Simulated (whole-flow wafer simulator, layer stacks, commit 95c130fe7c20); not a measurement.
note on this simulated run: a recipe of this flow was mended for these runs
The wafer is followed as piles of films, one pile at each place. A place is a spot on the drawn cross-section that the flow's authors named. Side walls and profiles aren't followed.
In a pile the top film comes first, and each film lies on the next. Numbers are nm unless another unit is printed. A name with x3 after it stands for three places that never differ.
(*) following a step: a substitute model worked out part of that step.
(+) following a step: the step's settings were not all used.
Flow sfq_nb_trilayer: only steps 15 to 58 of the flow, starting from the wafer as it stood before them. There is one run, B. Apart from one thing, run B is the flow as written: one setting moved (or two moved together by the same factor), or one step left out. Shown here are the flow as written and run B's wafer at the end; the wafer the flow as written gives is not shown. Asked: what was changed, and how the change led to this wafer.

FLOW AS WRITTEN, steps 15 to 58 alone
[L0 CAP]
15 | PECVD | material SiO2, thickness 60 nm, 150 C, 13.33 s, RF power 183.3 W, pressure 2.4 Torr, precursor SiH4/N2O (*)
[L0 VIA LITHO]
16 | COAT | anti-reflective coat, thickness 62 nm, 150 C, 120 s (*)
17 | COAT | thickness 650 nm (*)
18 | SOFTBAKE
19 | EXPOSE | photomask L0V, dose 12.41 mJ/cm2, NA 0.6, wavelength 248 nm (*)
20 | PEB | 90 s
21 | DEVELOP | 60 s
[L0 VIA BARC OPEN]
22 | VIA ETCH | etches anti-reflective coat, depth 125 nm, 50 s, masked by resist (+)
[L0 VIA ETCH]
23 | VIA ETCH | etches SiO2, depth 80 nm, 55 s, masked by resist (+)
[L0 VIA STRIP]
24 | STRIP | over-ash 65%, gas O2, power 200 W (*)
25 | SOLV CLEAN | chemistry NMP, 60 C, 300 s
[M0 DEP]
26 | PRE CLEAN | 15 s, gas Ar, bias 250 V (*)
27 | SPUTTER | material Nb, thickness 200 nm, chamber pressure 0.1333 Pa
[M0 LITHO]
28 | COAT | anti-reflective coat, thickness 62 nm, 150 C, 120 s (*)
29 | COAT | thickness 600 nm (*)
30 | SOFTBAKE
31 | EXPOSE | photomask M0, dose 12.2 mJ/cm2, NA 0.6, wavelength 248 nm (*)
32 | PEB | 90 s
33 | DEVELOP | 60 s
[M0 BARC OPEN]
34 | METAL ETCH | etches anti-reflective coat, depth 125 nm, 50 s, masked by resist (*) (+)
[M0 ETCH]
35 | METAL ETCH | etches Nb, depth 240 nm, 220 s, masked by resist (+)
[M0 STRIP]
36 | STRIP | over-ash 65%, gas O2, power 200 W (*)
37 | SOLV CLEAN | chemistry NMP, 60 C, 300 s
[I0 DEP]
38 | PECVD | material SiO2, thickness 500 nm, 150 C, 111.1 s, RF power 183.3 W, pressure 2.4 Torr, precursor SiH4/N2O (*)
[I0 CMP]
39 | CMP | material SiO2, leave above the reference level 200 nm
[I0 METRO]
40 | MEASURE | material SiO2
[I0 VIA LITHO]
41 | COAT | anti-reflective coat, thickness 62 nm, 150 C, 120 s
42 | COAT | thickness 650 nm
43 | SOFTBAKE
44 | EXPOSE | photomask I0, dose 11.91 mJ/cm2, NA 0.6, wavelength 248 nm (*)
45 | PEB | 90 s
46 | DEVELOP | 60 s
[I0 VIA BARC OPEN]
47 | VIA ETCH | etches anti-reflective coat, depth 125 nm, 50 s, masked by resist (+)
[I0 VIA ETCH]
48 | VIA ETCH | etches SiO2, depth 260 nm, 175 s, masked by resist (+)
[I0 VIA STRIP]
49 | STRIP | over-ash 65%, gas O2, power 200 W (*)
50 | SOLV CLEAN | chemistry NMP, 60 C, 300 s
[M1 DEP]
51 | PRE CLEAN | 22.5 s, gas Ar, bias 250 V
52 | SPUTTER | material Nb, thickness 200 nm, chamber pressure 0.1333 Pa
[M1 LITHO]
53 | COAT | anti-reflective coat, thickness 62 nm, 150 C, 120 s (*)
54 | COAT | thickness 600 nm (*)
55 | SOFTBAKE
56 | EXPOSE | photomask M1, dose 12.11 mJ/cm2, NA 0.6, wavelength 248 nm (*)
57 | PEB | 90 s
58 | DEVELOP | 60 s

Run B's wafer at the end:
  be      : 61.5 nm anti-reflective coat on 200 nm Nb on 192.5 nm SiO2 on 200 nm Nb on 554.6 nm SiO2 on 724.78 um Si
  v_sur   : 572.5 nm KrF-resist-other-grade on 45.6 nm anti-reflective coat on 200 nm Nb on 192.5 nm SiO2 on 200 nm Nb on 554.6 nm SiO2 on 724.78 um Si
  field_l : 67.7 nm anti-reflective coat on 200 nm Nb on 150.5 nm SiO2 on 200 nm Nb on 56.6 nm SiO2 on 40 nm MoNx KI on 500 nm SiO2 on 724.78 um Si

The reason: step 15, PECVD: RF power 193.1 W was run, whereas the flow has RF power 183.3 W.

How this came from the change, step by step:
  15 | PECVD | material SiO2, thickness 60 nm, 150 C, 13.33 s, RF power 183.3 W, pressure 2.4 Torr, precursor SiH4/N2O (*)
      v_sur, via_wl, via_w and 97 more: +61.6 SiO2 (in the flow as written it would be: +60 SiO2)
      field_l, l0_sur, l0v, l0r_line_l, l0r_line_c, l0r_line_r: +61.6 SiO2 (new film) (in the flow as written it would be: +60 SiO2 (new film))
  23 | VIA ETCH | etches SiO2, depth 80 nm, 55 s, masked by resist (+)
      l0v: -61.3 SiO2 (all of it), -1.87 MoNx KI (in the flow as written it would be: -59.7 SiO2 (all of it), -2.03 MoNx KI)
